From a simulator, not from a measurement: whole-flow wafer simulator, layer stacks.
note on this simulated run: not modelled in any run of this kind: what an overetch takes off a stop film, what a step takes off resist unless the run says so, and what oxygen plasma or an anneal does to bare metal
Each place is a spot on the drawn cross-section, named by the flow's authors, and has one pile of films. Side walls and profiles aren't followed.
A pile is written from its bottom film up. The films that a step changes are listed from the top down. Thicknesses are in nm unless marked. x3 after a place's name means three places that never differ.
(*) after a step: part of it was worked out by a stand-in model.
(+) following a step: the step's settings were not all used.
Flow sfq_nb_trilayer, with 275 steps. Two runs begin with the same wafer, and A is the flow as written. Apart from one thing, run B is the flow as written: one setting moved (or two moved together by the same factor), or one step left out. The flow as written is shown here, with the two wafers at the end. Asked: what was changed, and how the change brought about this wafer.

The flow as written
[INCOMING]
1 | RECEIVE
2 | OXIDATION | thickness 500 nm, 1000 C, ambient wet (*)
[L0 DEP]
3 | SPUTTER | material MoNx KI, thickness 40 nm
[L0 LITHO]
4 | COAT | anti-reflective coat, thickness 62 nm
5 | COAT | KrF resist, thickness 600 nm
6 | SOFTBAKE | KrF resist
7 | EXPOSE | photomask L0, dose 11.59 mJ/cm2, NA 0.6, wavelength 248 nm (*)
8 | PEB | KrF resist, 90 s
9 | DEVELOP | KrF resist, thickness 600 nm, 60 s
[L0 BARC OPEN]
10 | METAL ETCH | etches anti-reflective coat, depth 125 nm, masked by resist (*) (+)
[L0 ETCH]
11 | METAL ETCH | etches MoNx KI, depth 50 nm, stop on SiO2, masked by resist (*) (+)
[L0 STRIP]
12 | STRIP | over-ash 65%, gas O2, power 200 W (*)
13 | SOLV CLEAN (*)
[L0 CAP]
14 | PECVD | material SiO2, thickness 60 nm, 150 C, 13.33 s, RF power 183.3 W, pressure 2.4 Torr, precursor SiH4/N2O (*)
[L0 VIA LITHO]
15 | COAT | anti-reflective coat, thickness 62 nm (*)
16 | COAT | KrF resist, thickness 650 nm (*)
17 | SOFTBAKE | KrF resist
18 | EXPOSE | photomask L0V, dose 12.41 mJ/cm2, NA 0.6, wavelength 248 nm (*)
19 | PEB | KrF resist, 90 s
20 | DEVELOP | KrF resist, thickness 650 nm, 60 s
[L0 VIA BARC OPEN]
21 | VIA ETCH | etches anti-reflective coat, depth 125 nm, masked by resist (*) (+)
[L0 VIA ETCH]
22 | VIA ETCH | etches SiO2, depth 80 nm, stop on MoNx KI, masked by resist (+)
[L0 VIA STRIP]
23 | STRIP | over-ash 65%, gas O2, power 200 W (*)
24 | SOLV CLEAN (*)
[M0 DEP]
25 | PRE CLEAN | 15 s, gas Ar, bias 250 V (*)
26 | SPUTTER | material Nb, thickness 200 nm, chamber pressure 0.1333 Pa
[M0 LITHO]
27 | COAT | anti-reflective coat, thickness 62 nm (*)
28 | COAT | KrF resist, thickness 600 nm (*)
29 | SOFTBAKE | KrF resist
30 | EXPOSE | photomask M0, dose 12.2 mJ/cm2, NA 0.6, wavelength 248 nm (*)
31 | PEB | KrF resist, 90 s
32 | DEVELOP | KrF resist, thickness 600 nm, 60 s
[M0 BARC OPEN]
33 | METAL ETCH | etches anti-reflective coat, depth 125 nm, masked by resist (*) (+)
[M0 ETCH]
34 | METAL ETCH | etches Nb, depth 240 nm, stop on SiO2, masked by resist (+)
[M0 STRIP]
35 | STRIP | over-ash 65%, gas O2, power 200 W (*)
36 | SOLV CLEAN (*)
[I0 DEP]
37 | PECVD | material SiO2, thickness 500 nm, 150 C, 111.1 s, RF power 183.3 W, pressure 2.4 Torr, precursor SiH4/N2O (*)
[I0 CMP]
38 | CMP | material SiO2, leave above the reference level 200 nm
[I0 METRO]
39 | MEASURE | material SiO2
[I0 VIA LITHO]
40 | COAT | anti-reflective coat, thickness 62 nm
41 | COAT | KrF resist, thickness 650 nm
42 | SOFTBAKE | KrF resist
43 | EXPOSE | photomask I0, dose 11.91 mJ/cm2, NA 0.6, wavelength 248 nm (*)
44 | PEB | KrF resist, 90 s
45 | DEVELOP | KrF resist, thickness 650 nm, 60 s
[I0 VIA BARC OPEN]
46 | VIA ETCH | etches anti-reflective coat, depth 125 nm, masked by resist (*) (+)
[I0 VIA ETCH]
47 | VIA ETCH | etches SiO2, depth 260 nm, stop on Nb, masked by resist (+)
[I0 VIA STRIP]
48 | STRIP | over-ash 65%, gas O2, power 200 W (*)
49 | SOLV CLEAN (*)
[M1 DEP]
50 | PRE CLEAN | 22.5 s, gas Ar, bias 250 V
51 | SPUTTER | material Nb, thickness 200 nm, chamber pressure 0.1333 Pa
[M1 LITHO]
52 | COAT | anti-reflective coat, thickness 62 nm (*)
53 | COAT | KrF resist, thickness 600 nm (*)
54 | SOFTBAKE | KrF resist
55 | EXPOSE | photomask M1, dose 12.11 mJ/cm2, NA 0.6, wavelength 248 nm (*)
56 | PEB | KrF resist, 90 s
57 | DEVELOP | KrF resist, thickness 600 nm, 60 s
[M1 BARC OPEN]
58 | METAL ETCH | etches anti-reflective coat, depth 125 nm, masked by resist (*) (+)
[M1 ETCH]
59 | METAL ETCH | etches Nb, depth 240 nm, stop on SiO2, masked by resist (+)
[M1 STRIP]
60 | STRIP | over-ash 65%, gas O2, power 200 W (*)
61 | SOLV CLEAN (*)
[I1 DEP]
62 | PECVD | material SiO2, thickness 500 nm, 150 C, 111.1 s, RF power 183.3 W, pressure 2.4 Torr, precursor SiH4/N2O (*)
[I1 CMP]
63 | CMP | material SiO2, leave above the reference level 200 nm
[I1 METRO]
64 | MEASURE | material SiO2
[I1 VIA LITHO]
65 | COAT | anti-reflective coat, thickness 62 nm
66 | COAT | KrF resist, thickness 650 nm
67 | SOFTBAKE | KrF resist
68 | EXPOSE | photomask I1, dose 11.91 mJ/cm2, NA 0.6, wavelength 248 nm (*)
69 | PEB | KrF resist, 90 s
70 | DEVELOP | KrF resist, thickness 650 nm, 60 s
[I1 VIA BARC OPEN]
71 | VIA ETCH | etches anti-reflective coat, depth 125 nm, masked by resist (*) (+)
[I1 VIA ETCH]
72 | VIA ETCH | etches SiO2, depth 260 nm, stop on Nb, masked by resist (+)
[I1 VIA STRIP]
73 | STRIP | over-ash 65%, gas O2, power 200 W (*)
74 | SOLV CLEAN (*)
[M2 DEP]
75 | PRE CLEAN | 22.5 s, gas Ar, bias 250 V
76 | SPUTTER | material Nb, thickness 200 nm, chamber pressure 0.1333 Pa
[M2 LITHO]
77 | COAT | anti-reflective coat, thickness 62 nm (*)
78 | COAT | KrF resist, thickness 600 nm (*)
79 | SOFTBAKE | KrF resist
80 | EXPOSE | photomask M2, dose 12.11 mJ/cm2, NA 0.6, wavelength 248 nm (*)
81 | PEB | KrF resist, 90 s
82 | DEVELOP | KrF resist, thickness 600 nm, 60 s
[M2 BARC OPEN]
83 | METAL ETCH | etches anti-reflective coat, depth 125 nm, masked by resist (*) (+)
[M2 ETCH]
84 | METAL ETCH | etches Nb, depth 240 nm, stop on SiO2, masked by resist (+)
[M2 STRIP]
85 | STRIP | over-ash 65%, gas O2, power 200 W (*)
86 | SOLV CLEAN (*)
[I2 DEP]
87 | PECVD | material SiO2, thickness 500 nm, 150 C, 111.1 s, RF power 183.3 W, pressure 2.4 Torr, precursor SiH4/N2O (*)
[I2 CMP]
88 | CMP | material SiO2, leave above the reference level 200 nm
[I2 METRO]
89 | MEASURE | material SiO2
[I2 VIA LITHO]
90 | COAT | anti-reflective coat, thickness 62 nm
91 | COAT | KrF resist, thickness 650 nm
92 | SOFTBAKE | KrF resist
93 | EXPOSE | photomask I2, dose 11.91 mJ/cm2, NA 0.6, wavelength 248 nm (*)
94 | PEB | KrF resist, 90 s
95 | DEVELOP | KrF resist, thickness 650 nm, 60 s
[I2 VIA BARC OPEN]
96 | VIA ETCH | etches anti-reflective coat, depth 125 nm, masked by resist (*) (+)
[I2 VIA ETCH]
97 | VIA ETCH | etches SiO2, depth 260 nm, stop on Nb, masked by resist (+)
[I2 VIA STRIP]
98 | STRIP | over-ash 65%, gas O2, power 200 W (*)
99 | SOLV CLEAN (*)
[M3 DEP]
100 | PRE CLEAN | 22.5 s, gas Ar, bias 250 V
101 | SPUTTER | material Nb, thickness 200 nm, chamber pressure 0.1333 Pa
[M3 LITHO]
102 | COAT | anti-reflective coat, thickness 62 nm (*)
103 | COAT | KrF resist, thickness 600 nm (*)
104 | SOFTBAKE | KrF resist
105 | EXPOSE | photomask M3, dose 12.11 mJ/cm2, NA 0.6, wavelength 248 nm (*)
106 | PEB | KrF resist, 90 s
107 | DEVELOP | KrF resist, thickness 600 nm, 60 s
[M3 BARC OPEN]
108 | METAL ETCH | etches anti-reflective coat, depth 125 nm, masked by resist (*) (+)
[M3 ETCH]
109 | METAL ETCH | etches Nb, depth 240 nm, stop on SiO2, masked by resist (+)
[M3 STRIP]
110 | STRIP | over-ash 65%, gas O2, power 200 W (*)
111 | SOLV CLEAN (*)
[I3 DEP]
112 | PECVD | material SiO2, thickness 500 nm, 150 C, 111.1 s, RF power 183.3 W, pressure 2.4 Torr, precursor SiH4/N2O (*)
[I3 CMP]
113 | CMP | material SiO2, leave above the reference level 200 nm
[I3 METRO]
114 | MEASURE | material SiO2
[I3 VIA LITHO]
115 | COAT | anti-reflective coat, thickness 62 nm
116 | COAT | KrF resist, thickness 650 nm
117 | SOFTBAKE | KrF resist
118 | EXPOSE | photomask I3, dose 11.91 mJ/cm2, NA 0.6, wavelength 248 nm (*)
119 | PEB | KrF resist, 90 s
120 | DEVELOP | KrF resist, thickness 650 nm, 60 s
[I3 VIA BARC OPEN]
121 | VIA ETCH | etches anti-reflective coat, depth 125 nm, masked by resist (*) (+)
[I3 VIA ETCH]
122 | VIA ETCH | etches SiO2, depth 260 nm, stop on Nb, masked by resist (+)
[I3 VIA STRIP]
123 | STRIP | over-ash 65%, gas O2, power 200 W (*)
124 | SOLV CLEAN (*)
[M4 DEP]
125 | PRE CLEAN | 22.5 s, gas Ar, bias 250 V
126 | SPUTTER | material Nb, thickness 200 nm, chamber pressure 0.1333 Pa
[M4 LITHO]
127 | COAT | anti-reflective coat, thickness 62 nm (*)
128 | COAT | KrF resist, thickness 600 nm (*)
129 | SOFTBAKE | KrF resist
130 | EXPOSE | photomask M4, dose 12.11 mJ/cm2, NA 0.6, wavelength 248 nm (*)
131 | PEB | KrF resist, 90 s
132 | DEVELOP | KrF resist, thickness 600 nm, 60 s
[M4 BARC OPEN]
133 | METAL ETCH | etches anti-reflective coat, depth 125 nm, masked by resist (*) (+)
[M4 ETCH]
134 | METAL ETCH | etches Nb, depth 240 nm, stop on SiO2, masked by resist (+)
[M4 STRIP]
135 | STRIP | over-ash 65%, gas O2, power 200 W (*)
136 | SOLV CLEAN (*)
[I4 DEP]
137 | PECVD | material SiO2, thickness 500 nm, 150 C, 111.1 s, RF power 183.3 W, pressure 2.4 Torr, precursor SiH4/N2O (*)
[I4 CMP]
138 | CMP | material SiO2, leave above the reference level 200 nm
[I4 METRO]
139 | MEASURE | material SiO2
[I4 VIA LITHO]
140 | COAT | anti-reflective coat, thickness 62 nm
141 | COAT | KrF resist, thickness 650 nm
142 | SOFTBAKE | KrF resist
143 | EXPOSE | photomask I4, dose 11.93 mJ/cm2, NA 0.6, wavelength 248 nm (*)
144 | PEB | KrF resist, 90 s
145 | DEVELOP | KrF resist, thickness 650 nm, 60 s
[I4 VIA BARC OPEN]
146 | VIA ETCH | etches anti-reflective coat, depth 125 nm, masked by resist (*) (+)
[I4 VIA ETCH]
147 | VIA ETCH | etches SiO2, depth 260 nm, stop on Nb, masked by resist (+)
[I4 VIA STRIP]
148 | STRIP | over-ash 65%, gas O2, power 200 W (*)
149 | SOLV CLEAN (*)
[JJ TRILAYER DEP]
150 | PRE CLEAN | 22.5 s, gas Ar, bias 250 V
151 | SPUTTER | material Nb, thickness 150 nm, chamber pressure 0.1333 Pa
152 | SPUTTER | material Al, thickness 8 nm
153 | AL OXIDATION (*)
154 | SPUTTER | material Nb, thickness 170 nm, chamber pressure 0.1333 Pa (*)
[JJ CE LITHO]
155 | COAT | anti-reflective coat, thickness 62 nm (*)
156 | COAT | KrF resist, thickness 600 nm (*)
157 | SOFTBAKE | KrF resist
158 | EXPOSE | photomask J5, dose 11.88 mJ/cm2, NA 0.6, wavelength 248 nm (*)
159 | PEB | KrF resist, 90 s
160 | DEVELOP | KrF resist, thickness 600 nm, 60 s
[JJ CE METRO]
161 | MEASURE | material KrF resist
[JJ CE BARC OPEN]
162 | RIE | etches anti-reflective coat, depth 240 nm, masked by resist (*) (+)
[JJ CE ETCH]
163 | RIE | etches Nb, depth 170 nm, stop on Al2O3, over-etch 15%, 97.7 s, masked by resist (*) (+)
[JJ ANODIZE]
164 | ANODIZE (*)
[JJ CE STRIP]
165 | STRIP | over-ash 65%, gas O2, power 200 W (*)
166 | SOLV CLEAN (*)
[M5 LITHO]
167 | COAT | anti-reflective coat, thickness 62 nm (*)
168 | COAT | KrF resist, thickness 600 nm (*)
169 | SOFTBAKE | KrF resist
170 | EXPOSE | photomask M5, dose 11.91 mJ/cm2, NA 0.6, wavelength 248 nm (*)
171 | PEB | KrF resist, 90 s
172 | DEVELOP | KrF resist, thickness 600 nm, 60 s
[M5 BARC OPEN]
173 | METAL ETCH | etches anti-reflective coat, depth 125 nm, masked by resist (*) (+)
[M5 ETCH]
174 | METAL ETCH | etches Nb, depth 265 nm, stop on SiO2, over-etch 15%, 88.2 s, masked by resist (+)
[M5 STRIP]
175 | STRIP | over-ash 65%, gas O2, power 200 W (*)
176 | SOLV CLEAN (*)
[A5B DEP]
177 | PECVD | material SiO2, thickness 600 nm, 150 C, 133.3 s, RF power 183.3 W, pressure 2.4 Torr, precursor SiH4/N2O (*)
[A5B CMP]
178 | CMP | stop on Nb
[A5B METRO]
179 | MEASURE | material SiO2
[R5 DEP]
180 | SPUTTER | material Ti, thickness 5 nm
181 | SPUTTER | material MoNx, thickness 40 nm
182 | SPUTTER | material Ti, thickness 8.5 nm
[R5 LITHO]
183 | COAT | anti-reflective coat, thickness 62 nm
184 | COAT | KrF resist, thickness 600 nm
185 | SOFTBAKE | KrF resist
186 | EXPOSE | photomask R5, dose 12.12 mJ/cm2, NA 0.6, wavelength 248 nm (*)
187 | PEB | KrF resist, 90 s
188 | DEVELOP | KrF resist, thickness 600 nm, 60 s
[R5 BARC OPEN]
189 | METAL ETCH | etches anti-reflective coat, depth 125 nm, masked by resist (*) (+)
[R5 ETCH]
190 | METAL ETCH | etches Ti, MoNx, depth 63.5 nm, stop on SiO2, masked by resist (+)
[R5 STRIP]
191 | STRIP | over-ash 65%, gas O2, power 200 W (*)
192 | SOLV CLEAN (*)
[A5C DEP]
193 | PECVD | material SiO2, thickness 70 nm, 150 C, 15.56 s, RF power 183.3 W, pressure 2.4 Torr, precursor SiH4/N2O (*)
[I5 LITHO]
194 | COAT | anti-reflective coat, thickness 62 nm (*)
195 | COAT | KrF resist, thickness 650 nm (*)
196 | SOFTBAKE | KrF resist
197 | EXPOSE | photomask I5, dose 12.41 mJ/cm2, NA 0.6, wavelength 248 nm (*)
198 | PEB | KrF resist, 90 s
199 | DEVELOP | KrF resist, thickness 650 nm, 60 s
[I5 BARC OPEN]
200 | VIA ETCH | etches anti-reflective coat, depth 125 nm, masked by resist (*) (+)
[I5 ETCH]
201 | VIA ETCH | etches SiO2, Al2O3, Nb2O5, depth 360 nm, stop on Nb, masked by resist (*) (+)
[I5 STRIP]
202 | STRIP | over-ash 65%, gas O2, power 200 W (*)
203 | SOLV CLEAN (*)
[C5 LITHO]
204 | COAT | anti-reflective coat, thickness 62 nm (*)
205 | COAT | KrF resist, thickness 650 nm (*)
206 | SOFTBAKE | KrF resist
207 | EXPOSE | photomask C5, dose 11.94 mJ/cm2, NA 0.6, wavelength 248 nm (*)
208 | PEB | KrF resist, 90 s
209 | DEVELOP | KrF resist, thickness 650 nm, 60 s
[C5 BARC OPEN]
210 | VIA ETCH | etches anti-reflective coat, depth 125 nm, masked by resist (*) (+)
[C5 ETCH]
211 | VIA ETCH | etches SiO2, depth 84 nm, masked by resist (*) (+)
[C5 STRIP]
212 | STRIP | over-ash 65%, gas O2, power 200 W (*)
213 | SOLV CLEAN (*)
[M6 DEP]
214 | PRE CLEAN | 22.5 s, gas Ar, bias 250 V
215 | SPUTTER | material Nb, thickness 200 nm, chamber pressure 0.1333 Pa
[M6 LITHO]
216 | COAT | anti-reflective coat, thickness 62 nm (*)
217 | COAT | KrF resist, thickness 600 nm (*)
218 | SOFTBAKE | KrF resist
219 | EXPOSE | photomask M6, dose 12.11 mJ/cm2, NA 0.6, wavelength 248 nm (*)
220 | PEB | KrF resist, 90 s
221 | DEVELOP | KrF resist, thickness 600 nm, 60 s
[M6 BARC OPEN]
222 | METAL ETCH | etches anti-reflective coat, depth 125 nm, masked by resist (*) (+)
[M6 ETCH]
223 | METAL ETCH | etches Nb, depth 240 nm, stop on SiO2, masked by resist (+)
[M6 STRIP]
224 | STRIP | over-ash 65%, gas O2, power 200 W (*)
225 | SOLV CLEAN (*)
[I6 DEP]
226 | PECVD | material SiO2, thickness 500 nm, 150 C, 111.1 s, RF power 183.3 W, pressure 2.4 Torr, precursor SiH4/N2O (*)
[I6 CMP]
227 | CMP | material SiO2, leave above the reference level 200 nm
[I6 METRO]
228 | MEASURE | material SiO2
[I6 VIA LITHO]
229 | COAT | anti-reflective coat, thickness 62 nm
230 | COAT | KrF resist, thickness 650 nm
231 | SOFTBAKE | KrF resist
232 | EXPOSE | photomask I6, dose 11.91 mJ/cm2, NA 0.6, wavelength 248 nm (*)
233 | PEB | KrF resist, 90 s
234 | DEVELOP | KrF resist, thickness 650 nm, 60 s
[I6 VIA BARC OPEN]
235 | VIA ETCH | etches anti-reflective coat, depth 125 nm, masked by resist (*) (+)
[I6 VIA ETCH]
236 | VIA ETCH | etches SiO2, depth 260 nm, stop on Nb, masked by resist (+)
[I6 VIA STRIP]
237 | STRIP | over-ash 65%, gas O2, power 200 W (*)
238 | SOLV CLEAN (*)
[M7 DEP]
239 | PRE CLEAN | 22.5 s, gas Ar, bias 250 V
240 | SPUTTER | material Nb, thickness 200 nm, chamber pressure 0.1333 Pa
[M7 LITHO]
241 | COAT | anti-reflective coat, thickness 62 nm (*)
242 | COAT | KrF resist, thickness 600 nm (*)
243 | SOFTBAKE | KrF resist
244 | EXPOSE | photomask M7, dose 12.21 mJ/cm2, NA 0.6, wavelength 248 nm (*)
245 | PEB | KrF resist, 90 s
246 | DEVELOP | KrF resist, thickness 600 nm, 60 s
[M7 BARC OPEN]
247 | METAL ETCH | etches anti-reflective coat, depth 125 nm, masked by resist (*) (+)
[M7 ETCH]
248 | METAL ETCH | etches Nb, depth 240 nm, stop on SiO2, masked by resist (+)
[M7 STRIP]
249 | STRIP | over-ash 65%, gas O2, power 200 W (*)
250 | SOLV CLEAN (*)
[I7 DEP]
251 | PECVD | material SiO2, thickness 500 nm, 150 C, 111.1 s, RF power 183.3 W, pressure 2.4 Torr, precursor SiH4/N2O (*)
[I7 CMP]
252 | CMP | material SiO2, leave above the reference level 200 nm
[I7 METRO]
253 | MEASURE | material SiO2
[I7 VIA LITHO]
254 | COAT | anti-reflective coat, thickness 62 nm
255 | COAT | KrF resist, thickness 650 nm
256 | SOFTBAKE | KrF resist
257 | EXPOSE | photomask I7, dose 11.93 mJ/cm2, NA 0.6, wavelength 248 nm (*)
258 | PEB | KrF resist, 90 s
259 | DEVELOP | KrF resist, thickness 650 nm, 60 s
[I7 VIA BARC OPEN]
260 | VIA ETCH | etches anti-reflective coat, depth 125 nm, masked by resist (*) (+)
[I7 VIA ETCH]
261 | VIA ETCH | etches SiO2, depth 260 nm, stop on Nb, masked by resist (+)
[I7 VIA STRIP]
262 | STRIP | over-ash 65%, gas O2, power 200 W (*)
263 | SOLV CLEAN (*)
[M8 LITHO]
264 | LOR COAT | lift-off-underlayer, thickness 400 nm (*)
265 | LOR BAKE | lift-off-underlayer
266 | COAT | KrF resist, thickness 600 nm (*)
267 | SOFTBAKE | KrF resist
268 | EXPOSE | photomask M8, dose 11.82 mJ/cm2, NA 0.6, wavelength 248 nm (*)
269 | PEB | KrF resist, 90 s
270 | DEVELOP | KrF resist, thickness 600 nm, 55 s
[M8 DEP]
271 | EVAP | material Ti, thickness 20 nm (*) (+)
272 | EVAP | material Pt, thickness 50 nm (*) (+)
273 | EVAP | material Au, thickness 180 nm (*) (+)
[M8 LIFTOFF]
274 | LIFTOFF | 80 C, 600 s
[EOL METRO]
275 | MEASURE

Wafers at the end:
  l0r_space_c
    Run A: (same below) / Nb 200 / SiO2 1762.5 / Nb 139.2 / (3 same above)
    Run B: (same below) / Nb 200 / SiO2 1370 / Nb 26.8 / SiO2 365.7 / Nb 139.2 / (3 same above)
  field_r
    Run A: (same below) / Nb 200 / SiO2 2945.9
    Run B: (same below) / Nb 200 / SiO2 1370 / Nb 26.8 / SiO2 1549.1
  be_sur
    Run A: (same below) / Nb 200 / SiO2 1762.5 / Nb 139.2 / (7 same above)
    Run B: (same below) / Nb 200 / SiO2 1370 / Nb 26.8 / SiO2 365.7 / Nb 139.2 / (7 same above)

What caused this: step 134, METAL ETCH: depth 173.2 nm was run, though the flow has depth 240 nm.

Step by step, how the change led to this:
  134 | METAL ETCH | etches Nb, depth 240 nm, stop on SiO2, masked by resist (+)
      field_l, be, be_sur and 64 more: A Nb loses 200 (all of it) | B Nb loses 173.2
      v_sur, via_wl, via_w and 36 more: A KrF resist loses 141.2 | B KrF resist loses 101.9
  135 | STRIP | over-ash 65%, gas O2, power 200 W (*)
      p4_fl x3, p4_w1 x9, p4_g1 x2 and 15 more: A KrF resist loses 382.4 (all of it), anti-reflective coat loses 62 (all of it) | B KrF resist loses 421.7 (all of it), anti-reflective coat loses 62 (all of it)
      ln_m5, lsp_m, ln_m6: A KrF resist loses 381.9 (all of it), anti-reflective coat loses 61.8 (all of it) | B KrF resist loses 421.2 (all of it), anti-reflective coat loses 61.8 (all of it)
      (as well as at 7 more places)
  137 | PECVD | material SiO2, thickness 500 nm, 150 C, 111.1 s, RF power 183.3 W, pressure 2.4 Torr, precursor SiH4/N2O (*)
      field_l, be, be_sur and 55 more: A SiO2 gains 500 | B SiO2 gains 500 (new film)
      p3_s0 x6: A SiO2 gains 557.1 | B SiO2 gains 530.3 (new film)
      (as well as at 3 more places)
  138 | CMP | material SiO2, leave above the reference level 200 nm
      field_l, be, be_sur and 55 more: A SiO2 loses 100 | B SiO2 loses 126.8
      lsp_r, l0_sur, l0v: A SiO2 loses 91.9 | B SiO2 loses 119.8
If metal films that touch count as one body, l0r_space_c has 3 bodies (between them, from the top down: SiO2 365.7; SiO2 1370); the flow as written gives 2 bodies (between them, from the top down: SiO2 1762.5).
If metal films that touch count as one body, field_r has 2 bodies (between them, from the top down: SiO2 1370); the flow as written gives 1 body.
If metal films that touch count as one body, be_sur has 5 bodies (between them, from the top down: SiO2 192.5; SiO2 209 / Al2O3 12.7 / Nb2O5 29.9; SiO2 365.7; SiO2 1370); the flow as written gives 4 bodies (between them, from the top down: SiO2 192.5; SiO2 209 / Al2O3 12.7 / Nb2O5 29.9; SiO2 1762.5).
